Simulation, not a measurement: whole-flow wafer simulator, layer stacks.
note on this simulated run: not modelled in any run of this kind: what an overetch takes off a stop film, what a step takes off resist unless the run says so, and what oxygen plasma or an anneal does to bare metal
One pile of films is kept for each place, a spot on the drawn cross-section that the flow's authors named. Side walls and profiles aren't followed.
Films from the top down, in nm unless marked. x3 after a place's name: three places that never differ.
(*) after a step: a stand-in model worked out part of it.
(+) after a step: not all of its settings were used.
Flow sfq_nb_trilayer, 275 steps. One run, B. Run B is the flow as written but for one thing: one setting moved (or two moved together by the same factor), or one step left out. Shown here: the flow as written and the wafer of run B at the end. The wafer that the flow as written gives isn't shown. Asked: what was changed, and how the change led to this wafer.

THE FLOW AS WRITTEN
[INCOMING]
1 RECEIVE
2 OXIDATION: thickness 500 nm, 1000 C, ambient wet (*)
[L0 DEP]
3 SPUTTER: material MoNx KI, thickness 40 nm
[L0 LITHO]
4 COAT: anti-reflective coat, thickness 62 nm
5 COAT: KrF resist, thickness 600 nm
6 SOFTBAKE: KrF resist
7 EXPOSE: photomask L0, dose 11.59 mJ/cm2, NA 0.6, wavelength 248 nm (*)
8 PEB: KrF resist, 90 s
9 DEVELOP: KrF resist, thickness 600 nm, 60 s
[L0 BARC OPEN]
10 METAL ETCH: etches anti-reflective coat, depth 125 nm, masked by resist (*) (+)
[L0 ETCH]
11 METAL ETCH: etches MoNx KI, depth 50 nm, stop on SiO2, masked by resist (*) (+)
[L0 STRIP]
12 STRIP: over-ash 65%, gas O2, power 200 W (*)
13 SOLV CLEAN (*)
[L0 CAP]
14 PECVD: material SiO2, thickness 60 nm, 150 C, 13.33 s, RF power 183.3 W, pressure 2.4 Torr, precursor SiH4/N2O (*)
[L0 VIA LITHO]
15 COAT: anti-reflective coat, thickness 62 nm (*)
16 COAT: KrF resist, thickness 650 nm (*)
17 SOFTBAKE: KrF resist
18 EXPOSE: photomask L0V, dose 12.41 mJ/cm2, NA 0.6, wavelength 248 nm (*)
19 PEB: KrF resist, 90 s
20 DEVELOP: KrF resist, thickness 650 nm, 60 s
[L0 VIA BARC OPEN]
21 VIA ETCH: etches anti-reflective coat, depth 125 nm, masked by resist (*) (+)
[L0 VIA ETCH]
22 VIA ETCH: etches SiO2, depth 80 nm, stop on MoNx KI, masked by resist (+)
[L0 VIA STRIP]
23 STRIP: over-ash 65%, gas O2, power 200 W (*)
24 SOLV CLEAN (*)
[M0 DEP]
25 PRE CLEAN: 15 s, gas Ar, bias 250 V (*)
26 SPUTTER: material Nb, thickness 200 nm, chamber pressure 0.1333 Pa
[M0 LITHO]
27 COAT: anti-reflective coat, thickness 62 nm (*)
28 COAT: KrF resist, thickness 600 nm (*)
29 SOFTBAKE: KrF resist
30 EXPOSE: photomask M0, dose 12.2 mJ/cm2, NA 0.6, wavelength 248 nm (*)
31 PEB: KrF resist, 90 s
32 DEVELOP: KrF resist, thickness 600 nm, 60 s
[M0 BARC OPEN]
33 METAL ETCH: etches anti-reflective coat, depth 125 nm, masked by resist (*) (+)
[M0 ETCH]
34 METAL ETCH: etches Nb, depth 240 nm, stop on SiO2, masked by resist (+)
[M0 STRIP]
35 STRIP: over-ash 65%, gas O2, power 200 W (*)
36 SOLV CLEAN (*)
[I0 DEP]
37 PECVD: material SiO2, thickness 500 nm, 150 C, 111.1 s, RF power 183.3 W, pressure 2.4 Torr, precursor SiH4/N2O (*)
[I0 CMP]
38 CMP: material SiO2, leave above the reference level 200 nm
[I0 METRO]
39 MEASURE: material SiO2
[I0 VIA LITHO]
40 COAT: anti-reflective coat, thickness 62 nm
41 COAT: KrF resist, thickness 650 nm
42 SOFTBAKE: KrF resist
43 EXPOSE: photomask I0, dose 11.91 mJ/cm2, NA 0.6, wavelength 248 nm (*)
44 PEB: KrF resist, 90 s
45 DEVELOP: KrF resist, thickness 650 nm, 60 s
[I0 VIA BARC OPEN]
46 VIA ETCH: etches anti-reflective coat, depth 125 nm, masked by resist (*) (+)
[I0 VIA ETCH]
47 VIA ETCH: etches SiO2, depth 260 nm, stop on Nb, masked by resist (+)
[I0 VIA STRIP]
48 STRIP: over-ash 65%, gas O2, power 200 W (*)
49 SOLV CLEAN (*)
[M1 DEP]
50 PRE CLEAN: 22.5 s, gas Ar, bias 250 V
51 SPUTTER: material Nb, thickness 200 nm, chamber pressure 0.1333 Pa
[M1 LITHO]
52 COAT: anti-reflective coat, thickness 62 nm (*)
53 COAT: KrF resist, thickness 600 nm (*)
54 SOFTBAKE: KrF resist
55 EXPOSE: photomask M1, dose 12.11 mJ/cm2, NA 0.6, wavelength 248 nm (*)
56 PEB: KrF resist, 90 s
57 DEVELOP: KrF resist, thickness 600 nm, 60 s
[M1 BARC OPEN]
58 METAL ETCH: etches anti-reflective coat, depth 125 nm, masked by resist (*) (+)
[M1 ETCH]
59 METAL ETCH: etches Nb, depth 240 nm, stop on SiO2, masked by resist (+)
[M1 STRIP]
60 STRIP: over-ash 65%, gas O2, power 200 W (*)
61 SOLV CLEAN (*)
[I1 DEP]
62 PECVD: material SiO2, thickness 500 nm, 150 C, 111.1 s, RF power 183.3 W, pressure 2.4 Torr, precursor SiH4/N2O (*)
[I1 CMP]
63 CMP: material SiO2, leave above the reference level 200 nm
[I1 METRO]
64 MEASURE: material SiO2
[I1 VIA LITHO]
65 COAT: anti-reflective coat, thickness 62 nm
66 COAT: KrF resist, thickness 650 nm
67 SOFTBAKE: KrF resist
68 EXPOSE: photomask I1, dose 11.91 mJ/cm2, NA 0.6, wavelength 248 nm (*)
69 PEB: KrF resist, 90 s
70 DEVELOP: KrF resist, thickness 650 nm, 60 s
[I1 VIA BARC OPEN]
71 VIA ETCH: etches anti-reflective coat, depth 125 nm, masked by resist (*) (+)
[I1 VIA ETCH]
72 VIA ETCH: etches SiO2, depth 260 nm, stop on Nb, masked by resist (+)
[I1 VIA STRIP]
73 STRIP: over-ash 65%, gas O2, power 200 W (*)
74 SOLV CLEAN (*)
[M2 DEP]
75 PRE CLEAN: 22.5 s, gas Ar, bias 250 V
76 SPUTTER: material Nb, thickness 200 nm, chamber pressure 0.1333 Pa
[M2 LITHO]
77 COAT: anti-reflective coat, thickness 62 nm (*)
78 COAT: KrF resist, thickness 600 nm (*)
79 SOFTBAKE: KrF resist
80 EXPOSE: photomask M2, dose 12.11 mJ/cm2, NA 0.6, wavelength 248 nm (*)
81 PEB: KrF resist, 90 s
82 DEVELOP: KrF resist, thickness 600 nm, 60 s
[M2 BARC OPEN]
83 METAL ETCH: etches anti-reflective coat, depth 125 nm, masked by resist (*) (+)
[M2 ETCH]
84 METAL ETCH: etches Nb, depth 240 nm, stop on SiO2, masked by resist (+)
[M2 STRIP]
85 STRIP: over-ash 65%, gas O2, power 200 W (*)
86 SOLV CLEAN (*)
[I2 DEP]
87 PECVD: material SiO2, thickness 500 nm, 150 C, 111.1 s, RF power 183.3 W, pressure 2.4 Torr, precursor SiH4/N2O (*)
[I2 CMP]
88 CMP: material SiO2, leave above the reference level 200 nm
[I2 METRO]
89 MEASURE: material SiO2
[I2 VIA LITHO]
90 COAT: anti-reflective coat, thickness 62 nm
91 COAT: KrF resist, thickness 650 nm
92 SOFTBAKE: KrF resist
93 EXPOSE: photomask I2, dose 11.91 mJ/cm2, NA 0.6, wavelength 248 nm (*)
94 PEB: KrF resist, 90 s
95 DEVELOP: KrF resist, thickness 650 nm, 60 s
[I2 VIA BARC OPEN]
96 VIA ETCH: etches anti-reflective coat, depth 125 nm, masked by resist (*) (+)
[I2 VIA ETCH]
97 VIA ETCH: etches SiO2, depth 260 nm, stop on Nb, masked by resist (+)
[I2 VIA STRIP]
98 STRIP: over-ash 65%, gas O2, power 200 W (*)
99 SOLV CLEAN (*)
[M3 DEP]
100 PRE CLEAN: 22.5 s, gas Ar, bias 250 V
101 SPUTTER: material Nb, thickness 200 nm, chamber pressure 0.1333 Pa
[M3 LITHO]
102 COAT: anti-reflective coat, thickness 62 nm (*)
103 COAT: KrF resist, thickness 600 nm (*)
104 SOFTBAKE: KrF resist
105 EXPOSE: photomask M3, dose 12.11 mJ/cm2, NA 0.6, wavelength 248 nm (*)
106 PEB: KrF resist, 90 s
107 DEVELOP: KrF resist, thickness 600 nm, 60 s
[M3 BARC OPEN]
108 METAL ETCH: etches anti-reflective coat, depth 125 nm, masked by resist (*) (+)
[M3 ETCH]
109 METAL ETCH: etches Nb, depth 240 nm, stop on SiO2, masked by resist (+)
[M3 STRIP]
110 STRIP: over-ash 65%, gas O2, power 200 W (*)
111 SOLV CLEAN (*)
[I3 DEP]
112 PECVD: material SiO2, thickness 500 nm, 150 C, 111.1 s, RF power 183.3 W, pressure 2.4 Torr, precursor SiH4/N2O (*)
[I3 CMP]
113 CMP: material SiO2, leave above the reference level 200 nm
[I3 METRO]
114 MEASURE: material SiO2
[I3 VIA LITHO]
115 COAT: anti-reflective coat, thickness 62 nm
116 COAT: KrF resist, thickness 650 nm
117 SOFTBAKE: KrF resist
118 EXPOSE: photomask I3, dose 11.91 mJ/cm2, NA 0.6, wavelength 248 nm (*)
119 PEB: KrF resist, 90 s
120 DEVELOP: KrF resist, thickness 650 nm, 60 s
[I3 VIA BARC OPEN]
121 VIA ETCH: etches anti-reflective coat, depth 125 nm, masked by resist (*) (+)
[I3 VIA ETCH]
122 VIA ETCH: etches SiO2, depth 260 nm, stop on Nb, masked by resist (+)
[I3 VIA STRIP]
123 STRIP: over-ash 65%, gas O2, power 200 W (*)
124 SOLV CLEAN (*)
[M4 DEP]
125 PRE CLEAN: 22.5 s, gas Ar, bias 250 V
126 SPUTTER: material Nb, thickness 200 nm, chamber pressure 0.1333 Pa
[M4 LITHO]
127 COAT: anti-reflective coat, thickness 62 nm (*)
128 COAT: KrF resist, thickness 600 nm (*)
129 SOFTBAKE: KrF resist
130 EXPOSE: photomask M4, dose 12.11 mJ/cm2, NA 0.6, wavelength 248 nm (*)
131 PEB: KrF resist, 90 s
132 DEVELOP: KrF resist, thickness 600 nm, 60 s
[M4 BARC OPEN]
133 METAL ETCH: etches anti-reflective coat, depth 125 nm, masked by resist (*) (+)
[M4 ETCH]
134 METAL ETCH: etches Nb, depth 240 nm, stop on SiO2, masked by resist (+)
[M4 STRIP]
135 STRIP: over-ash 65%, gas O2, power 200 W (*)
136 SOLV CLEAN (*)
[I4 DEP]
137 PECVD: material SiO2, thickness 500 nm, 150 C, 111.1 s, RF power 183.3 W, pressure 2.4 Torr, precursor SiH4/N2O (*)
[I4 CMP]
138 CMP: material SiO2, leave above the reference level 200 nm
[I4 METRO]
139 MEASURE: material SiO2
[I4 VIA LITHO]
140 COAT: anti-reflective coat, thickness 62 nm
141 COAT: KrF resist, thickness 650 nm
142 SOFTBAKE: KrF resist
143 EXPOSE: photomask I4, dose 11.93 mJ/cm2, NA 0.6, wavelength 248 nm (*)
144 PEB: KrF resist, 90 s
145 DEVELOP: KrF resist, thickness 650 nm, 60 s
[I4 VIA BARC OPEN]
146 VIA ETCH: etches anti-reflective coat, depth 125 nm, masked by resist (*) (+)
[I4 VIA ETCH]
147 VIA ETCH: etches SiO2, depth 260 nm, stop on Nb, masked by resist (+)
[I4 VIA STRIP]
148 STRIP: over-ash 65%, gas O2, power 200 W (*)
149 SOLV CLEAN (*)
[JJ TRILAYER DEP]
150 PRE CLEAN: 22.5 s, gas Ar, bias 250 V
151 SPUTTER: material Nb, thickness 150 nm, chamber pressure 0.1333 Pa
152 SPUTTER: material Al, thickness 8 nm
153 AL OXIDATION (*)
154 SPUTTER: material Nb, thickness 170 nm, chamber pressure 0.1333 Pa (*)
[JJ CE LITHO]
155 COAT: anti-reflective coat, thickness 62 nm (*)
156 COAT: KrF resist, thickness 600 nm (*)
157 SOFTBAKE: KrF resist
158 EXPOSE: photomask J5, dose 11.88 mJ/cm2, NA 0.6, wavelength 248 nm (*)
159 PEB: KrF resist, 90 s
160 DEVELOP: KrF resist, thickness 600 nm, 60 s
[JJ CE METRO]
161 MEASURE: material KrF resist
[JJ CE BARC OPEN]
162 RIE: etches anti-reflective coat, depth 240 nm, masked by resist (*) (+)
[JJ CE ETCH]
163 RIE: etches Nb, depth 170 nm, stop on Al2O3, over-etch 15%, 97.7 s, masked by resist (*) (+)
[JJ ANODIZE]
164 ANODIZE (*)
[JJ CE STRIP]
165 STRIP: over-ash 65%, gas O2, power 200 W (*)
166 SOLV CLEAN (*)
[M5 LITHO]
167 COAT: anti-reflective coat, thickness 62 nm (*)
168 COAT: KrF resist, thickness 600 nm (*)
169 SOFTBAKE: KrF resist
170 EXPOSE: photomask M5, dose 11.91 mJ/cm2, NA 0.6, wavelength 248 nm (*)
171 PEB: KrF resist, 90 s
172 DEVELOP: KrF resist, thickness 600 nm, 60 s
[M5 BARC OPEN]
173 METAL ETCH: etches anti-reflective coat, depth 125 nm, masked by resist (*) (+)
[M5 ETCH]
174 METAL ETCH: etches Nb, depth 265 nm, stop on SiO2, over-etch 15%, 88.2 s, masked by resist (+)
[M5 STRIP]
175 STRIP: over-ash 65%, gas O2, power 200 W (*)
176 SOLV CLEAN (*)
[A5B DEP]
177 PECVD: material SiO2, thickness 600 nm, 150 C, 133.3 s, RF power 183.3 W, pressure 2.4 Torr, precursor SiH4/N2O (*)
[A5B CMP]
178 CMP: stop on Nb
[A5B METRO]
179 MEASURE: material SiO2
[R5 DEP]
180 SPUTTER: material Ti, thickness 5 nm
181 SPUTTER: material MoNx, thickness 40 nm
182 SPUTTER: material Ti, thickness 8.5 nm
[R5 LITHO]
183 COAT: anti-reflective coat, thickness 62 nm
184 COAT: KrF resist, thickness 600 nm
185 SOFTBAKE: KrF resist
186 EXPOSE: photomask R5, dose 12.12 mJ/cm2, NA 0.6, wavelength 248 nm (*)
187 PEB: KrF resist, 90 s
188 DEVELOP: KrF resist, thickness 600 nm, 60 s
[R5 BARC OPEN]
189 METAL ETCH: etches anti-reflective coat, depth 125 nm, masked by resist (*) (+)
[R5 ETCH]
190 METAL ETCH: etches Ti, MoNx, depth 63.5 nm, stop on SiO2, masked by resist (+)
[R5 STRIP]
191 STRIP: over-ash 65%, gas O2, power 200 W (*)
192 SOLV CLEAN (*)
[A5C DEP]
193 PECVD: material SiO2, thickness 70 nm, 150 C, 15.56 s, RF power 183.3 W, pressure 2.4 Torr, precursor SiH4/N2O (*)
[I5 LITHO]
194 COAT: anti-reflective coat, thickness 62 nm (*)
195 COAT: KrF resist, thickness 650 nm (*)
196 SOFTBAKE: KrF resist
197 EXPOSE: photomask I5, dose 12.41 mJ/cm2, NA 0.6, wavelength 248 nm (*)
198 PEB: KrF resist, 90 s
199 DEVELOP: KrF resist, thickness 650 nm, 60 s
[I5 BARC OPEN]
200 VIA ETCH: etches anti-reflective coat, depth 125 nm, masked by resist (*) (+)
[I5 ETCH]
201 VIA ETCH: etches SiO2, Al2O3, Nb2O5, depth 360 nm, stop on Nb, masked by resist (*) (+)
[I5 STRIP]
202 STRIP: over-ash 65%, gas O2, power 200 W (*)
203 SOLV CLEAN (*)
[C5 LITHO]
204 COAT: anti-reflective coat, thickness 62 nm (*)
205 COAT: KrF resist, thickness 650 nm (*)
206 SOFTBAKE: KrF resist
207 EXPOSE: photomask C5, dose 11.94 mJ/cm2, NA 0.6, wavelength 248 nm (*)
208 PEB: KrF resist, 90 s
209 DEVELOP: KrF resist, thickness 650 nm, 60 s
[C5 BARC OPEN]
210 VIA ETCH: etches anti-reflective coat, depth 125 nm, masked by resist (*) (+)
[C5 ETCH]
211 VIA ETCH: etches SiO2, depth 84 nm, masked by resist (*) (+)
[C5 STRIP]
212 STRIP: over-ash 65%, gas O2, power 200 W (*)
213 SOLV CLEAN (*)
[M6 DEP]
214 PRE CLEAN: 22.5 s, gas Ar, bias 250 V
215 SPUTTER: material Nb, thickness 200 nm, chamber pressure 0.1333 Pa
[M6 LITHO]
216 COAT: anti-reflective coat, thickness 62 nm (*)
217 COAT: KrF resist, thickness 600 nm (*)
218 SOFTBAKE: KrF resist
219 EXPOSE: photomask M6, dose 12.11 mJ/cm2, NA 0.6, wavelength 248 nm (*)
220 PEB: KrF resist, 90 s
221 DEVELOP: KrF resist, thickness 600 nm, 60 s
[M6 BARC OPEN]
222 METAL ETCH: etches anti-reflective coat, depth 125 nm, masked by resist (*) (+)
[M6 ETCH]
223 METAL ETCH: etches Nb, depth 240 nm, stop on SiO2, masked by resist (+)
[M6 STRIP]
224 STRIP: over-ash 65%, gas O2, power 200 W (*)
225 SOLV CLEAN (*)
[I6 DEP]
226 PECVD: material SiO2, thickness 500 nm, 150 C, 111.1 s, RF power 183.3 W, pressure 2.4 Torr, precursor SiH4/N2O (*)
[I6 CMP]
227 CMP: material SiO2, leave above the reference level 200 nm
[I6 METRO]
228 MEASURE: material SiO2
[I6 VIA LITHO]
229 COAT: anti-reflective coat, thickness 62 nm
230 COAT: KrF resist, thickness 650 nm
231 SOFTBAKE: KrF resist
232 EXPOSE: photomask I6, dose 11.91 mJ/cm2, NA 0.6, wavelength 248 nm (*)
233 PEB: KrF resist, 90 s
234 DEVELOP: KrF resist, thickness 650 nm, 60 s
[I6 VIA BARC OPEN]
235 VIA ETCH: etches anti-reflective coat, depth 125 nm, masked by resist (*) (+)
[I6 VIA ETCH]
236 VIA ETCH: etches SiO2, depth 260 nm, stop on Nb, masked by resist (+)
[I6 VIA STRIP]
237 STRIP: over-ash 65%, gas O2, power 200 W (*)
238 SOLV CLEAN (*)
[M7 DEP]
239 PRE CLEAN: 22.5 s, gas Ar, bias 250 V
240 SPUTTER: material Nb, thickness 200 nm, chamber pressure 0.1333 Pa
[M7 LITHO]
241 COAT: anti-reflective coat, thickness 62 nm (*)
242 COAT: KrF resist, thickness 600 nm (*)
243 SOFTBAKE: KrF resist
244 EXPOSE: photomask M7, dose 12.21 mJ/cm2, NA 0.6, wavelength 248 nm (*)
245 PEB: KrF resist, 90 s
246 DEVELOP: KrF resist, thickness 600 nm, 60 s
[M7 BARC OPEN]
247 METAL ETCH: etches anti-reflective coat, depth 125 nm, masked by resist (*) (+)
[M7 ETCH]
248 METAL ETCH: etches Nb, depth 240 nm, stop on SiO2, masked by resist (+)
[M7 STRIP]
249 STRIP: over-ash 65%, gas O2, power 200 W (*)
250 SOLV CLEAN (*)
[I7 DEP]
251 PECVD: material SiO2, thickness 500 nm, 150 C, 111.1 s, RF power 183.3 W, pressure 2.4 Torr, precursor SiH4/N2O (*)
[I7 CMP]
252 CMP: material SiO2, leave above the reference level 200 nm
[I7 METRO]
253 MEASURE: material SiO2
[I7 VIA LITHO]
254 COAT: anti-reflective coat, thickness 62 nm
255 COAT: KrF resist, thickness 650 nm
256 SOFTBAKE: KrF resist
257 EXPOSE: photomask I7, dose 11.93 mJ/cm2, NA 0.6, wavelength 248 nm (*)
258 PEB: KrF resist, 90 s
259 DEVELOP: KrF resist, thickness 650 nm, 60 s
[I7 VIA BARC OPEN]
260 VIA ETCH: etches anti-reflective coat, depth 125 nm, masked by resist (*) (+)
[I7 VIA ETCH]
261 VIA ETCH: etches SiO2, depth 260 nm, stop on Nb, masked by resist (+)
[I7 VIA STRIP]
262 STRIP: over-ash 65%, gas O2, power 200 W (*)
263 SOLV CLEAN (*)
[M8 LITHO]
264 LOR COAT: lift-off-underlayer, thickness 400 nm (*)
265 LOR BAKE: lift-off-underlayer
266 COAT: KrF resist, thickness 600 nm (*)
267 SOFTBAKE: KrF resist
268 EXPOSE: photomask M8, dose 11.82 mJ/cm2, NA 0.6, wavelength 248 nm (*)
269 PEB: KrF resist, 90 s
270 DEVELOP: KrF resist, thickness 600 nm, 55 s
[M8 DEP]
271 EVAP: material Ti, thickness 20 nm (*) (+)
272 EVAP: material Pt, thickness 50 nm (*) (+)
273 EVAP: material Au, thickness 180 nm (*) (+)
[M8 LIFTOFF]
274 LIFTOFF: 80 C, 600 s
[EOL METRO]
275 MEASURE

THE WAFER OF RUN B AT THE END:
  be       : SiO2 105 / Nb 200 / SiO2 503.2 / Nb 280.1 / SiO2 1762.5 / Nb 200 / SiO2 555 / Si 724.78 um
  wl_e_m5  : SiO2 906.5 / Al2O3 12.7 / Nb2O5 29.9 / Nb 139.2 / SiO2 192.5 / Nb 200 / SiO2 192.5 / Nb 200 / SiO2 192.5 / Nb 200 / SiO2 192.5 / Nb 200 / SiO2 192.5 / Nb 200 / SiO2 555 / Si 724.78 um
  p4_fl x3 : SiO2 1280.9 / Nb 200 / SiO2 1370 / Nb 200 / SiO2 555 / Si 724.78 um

The cause: step 252, CMP: leave above the reference level 105 nm was run, where the flow has leave above the reference level 200 nm.
It can be read off the wafer: be has SiO2 105, and step 252 as written asks for 200 nm.

How the change led to this, step by step:
  252 CMP: material SiO2, leave above the reference level 200 nm
      field_l, p4_fl x3, p4_w1 x9 and 46 more: SiO2 -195 (as written it would be: SiO2 -100)
      v_sur, via_wl, via_w and 37 more: SiO2 -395 (as written it would be: SiO2 -300)
      (and at 7 more places)
  261 VIA ETCH: etches SiO2, depth 260 nm, stop on Nb, masked by resist (+)
      field_l, v_sur, via_sp and 100 more: KrF resist -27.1 (as written it would be: KrF resist -44.8)
      via_wl, via_w, via_wr: SiO2 -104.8 (all of it) (as written it would be: SiO2 -199.8 (all of it))
  262 STRIP: over-ash 65%, gas O2, power 200 W (*)
      field_l, v_sur, via_sp and 100 more: KrF resist -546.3 (all of it), anti-reflective coat -62 (all of it) (as written it would be: KrF resist -528.6 (all of it), anti-reflective coat -62 (all of it))
  264 LOR COAT: lift-off-underlayer, thickness 400 nm (*)
      via_wl, via_wr: lift-off-underlayer +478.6 (new film) (as written it would be: lift-off-underlayer +549.8 (new film))
      v_sur: lift-off-underlayer +383.9 (new film) (as written it would be: lift-off-underlayer +369.4 (new film))
      (and at 2 more places)
  266 COAT: KrF resist, thickness 600 nm (*)
      via_w: KrF resist +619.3 (new film) (as written it would be: KrF resist +636.8 (new film))
  270 DEVELOP: KrF resist, thickness 600 nm, 55 s
      v_sur: KrF resist -603.3 (all of it), lift-off-underlayer -383.9 (all of it) (as written it would be: KrF resist -607.3 (all of it), lift-off-underlayer -369.4 (all of it))
      via_wl: KrF resist -611.9 (all of it), lift-off-underlayer -478.6 (all of it) (as written it would be: KrF resist -623.9 (all of it), lift-off-underlayer -549.8 (all of it))
      (and at 3 more places)
